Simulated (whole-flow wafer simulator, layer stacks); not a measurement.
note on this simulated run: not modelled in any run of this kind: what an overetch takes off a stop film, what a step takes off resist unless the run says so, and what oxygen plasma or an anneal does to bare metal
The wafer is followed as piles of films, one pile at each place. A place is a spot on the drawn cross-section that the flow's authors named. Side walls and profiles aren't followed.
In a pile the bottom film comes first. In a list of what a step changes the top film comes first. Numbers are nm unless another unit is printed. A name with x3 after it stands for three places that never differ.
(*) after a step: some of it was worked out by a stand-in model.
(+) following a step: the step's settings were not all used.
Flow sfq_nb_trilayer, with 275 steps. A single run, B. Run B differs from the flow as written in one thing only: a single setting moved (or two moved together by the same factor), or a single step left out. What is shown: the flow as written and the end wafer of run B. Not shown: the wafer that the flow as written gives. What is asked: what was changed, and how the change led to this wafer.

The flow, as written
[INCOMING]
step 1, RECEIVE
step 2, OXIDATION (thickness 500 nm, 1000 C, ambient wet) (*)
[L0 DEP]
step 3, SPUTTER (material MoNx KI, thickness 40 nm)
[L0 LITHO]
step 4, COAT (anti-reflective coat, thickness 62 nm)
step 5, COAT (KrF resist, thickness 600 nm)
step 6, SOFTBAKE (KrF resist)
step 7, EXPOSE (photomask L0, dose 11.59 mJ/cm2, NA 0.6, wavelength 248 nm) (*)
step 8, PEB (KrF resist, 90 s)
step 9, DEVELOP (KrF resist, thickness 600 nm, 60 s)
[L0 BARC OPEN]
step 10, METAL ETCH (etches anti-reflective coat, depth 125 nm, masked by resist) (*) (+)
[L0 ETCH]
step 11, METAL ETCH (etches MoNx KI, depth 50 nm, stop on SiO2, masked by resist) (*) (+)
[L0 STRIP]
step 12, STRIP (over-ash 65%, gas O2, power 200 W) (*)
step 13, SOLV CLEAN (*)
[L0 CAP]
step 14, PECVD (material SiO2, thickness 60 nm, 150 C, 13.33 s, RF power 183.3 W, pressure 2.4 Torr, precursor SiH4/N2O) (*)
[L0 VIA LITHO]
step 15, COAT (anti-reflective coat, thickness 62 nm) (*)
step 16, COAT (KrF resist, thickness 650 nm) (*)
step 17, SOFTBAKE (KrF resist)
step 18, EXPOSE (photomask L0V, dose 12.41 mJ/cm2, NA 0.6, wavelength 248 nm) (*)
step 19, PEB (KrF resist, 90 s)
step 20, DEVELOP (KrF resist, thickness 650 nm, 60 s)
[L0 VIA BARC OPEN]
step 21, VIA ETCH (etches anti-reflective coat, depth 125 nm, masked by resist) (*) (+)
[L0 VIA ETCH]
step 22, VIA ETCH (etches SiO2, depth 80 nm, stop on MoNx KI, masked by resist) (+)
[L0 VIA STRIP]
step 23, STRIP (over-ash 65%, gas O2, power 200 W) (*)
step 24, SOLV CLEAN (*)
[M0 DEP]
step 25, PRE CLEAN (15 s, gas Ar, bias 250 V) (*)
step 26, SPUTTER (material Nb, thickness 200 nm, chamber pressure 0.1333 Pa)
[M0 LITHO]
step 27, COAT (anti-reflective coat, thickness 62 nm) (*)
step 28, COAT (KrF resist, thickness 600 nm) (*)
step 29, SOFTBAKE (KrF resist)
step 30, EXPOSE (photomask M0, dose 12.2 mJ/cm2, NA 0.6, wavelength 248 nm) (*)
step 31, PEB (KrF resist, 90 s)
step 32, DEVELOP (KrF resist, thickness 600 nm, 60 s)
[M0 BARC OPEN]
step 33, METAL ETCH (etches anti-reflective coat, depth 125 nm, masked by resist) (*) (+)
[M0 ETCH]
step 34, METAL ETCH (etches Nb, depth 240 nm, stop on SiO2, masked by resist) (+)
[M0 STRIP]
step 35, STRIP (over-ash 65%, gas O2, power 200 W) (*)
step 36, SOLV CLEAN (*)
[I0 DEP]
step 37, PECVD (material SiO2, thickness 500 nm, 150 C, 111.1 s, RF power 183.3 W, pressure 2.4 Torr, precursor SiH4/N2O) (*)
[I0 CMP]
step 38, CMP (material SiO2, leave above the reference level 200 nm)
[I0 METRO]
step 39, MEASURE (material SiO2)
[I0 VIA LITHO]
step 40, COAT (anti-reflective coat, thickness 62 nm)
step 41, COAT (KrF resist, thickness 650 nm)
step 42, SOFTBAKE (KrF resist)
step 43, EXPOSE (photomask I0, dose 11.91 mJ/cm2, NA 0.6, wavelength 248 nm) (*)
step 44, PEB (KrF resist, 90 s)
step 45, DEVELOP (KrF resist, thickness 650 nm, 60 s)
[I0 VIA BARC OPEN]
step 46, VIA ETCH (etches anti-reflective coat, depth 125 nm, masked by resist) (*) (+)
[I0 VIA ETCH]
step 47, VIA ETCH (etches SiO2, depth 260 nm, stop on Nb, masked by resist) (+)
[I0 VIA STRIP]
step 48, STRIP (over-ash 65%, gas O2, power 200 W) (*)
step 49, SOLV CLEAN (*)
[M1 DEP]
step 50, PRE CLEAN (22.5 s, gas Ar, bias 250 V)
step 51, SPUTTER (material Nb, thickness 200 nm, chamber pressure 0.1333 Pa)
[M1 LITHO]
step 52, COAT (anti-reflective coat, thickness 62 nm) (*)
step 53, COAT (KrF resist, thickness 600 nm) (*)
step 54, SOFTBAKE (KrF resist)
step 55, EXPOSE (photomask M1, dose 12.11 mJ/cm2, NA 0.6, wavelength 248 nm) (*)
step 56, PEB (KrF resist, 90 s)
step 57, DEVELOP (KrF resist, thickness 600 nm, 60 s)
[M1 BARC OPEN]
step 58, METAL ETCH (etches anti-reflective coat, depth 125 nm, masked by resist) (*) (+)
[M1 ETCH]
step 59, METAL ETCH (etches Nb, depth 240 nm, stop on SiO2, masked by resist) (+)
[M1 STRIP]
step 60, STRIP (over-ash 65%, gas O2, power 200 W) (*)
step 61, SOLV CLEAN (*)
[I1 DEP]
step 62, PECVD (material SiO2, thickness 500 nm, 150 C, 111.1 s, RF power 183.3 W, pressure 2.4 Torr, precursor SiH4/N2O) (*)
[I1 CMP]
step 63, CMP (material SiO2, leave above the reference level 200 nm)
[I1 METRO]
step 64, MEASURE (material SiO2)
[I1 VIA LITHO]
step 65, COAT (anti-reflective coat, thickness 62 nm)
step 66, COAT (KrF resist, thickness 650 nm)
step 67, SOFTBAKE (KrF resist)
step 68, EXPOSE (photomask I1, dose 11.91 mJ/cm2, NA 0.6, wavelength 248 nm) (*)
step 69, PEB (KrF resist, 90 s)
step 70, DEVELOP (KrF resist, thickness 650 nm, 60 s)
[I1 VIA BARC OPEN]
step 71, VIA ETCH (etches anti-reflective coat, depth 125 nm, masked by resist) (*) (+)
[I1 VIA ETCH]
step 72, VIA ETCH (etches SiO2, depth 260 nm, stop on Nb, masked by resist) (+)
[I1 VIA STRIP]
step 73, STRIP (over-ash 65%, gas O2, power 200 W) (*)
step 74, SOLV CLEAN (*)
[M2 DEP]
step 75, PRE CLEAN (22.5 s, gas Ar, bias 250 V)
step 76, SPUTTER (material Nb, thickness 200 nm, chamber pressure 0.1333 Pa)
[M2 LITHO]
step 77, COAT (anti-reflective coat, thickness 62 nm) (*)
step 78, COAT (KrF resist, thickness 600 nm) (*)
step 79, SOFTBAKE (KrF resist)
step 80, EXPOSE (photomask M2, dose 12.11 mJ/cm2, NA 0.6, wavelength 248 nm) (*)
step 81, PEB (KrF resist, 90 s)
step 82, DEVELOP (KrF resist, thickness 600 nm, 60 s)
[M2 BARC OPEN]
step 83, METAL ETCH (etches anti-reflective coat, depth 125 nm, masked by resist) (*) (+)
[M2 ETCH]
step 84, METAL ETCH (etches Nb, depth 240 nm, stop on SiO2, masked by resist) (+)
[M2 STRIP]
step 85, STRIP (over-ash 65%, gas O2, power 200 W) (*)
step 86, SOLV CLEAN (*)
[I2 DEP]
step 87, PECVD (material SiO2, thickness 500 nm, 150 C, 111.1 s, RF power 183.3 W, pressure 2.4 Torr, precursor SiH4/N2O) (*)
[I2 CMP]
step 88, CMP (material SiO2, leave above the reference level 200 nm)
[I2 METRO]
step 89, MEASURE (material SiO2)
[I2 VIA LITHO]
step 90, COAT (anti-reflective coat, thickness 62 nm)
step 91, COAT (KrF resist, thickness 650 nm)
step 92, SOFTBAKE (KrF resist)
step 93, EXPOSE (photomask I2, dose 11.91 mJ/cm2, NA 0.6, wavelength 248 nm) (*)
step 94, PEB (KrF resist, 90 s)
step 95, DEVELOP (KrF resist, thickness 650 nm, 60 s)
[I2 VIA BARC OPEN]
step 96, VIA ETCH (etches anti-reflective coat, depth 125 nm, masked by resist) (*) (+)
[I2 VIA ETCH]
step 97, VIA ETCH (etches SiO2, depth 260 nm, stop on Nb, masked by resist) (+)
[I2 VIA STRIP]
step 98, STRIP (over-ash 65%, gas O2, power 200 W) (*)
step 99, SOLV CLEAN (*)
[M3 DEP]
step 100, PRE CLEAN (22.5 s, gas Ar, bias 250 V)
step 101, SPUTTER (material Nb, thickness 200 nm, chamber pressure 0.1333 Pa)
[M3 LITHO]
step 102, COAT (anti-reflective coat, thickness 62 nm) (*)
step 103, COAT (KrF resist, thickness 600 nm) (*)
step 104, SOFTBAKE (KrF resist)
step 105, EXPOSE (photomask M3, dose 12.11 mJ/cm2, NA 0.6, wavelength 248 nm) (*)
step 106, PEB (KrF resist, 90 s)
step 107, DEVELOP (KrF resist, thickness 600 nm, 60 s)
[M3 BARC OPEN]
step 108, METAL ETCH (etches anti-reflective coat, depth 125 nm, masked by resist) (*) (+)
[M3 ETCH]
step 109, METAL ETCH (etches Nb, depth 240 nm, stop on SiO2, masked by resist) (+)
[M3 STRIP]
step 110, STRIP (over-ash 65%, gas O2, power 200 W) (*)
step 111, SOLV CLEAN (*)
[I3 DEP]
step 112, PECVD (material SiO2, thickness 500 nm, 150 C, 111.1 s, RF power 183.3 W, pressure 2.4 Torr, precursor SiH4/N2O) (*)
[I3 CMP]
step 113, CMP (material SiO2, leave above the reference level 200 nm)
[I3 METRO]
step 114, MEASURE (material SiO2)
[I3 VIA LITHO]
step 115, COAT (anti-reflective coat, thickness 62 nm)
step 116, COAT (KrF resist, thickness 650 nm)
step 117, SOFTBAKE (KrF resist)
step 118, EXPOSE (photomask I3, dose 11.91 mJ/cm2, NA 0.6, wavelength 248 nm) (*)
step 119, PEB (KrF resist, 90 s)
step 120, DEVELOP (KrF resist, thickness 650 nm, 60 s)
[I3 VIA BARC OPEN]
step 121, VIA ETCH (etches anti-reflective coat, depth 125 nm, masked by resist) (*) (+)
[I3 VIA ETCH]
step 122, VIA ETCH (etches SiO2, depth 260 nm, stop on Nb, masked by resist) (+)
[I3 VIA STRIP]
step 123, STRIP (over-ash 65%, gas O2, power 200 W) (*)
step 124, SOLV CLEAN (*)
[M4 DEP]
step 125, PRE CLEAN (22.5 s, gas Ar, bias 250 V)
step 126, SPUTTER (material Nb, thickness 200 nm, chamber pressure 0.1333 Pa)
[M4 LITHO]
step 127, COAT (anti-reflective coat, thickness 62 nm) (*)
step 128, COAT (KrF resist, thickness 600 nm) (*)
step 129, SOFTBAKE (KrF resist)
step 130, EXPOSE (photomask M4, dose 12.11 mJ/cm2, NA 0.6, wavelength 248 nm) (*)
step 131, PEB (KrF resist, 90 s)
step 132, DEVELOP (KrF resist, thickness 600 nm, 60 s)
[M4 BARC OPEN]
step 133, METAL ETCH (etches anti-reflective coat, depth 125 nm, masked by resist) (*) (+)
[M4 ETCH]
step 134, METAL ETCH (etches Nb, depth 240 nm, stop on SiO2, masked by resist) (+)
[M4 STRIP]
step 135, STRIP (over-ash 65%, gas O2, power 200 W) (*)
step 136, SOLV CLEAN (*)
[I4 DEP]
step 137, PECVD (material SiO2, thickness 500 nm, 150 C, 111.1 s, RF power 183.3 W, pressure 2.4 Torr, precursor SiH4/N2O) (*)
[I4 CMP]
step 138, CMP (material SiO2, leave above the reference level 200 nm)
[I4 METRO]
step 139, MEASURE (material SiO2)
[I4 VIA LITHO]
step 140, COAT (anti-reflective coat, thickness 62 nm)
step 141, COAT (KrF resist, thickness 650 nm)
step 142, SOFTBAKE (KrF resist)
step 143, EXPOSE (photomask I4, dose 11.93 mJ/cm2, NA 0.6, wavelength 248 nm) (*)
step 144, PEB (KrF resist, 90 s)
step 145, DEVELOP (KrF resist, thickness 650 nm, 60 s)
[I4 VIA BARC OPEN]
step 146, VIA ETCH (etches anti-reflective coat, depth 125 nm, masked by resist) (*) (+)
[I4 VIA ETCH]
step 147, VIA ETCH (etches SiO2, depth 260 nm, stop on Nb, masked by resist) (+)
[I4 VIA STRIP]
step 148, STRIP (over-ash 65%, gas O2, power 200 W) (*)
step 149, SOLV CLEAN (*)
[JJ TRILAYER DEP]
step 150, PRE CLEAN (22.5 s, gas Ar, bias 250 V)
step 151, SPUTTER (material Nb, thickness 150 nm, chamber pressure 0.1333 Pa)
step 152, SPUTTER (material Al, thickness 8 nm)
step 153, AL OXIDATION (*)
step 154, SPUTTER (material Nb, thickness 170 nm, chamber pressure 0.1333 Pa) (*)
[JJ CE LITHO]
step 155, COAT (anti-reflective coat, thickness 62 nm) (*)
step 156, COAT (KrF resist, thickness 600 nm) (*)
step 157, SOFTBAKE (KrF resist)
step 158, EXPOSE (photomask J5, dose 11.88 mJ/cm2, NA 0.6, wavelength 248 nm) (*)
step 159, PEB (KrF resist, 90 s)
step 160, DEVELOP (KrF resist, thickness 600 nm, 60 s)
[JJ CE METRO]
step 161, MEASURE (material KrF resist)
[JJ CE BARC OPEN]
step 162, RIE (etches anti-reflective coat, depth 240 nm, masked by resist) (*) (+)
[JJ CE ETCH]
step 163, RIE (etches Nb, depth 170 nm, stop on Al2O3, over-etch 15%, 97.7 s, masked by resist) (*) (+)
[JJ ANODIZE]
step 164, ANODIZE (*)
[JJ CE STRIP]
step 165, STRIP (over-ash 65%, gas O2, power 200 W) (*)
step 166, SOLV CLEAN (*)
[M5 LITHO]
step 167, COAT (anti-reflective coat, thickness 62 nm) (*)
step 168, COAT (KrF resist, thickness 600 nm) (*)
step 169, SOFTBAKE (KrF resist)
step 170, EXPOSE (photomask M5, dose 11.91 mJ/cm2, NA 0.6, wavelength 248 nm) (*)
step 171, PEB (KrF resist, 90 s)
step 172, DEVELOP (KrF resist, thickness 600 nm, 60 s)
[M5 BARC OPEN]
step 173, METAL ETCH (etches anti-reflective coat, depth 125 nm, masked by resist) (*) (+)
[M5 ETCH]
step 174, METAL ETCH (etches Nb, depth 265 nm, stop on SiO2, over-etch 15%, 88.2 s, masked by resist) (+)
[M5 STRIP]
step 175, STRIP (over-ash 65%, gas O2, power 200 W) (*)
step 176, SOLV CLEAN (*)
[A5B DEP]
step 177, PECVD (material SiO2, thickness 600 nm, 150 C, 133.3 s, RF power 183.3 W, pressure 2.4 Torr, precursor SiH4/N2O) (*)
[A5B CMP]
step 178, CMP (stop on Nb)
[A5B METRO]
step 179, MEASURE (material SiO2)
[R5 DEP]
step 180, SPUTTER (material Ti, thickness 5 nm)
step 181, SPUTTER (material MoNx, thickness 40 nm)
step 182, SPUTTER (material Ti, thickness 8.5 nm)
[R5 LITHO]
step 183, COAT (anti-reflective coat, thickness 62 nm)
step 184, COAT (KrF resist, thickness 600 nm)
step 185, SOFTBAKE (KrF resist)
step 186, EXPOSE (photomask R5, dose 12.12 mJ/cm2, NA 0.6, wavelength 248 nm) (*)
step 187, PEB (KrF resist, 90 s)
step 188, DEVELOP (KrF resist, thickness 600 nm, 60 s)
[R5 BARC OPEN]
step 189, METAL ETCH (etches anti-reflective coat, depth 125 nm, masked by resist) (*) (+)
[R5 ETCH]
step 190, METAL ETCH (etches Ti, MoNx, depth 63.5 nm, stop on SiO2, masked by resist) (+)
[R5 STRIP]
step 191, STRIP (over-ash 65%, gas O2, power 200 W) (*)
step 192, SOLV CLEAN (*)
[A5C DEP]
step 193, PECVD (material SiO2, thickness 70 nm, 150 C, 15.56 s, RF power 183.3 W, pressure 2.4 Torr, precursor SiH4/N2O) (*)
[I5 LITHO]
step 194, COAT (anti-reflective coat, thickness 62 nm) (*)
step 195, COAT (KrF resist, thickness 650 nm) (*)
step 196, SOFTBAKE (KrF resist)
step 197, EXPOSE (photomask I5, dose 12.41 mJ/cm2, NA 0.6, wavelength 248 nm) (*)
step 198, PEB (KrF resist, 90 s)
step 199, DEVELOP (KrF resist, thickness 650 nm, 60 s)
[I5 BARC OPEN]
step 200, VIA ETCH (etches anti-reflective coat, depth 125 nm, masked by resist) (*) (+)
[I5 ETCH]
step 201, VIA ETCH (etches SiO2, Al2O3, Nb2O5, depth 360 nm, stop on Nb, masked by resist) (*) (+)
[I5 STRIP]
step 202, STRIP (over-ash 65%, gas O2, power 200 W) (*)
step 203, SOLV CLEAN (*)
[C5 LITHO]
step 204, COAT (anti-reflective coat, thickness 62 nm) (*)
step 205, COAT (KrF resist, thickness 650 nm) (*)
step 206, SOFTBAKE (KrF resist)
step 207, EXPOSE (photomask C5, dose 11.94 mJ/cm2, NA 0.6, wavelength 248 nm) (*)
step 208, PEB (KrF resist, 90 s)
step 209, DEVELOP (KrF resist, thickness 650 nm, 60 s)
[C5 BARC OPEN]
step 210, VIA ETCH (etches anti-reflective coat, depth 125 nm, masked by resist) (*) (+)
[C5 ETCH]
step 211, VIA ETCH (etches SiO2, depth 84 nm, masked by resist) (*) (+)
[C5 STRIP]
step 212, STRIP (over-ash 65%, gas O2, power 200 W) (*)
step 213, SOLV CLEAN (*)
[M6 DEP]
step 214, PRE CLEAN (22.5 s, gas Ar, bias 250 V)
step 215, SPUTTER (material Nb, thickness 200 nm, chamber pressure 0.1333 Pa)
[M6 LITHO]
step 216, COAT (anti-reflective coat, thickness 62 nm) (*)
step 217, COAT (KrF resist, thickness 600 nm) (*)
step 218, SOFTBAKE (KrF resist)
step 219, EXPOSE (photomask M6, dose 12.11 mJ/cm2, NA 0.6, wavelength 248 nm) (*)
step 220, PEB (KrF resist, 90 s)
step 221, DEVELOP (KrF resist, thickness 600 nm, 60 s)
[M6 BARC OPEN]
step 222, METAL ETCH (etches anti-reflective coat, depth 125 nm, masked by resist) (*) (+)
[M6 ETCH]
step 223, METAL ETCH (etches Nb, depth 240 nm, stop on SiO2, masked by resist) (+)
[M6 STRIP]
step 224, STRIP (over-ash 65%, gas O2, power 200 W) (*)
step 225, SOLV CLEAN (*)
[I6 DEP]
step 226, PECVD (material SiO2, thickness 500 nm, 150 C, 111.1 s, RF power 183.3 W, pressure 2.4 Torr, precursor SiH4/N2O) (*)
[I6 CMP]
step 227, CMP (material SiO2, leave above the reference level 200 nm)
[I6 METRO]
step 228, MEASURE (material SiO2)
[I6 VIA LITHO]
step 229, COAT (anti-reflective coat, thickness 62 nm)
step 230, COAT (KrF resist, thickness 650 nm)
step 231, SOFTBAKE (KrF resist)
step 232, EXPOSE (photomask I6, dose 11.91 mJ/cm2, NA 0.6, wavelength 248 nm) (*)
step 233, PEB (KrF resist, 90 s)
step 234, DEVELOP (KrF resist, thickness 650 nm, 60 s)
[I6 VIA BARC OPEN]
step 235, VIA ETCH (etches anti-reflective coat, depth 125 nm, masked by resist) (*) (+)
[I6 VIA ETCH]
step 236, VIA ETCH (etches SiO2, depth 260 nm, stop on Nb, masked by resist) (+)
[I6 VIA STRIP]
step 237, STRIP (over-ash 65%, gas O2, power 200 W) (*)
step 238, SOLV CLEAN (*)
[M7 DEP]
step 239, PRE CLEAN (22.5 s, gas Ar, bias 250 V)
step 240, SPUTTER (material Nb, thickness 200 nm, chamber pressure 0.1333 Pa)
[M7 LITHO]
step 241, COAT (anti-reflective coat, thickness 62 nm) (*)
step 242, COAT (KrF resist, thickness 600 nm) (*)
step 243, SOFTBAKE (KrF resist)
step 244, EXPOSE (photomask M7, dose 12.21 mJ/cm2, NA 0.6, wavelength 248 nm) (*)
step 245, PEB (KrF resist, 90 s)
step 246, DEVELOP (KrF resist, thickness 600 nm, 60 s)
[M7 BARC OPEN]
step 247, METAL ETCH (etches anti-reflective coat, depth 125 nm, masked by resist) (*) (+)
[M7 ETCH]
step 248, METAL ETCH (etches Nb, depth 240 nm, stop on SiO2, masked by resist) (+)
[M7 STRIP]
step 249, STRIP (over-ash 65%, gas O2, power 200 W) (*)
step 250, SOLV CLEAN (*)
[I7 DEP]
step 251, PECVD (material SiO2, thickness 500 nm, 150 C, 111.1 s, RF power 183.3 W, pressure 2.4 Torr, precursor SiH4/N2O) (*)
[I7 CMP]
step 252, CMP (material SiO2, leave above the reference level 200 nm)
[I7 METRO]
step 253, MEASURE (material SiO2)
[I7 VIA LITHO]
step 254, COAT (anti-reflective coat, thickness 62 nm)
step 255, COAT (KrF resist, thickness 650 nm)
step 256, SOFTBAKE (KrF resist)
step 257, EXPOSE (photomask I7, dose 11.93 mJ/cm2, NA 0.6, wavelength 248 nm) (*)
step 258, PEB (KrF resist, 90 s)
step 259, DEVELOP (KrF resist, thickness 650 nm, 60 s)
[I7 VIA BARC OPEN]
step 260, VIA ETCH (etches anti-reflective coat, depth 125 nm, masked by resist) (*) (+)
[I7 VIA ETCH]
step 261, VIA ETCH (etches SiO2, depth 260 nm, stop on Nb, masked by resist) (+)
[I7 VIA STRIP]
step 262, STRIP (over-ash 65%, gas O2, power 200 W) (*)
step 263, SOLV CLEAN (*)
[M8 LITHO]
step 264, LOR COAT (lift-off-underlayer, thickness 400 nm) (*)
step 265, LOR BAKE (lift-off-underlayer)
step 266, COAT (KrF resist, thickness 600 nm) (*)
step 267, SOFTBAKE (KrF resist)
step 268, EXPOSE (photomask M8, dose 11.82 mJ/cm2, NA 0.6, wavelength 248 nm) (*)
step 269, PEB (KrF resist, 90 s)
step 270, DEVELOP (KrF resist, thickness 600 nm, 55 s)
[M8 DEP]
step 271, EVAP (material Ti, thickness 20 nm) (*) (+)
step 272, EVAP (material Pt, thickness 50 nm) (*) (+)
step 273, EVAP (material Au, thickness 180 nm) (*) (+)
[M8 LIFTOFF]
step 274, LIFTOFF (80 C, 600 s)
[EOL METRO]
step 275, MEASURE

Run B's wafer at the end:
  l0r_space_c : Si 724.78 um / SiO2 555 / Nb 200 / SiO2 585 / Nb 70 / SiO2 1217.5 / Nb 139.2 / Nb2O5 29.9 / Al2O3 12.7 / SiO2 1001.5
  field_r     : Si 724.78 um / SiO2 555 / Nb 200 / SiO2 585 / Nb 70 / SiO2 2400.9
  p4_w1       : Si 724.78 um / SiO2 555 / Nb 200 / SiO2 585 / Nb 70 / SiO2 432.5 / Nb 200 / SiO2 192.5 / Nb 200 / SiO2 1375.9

What caused this: step 76, SPUTTER: thickness 310 nm was run, whereas the flow has thickness 200 nm.

How this came from the change, step by step:
  step 76, SPUTTER (material Nb, thickness 200 nm, chamber pressure 0.1333 Pa)
      field_l, v_sur, via_wl and 102 more: Nb gains 310 (new film) (it would be, as written: Nb gains 200 (new film))
      via_v: Nb gains 272.3 (it would be, as written: Nb gains 174.5)
  step 84, METAL ETCH (etches Nb, depth 240 nm, stop on SiO2, masked by resist) (+)
      field_l, be, be_sur and 81 more: Nb loses 240 (it would be, as written: Nb loses 200 (all of it))
  step 87, PECVD (material SiO2, thickness 500 nm, 150 C, 111.1 s, RF power 183.3 W, pressure 2.4 Torr, precursor SiH4/N2O) (*)
      field_l, be, be_sur and 81 more: SiO2 gains 500 (new film) (it would be, as written: SiO2 gains 500)
      via_v: SiO2 gains 593.7 (new film) (it would be, as written: SiO2 gains 606 (new film))
  step 88, CMP (material SiO2, leave above the reference level 200 nm)
      field_l, be, be_sur and 81 more: SiO2 loses 60 (it would be, as written: SiO2 loses 100)
      via_v: SiO2 loses 157.1 (it would be, as written: SiO2 loses 181.6)
With metal films that touch counted as one body, l0r_space_c has 3 bodies (between them, from the top down: SiO2 1217.5; SiO2 585); the flow as written gives 2 bodies (between them, from the top down: SiO2 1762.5).
With metal films that touch counted as one body, field_r has 2 bodies (between them, from the top down: SiO2 585); the flow as written gives 1 body.
With metal films that touch counted as one body, p4_w1 has 4 bodies (between them, from the top down: SiO2 192.5; SiO2 432.5; SiO2 585); the flow as written gives 3 bodies (between them, from the top down: SiO2 192.5; SiO2 977.5).
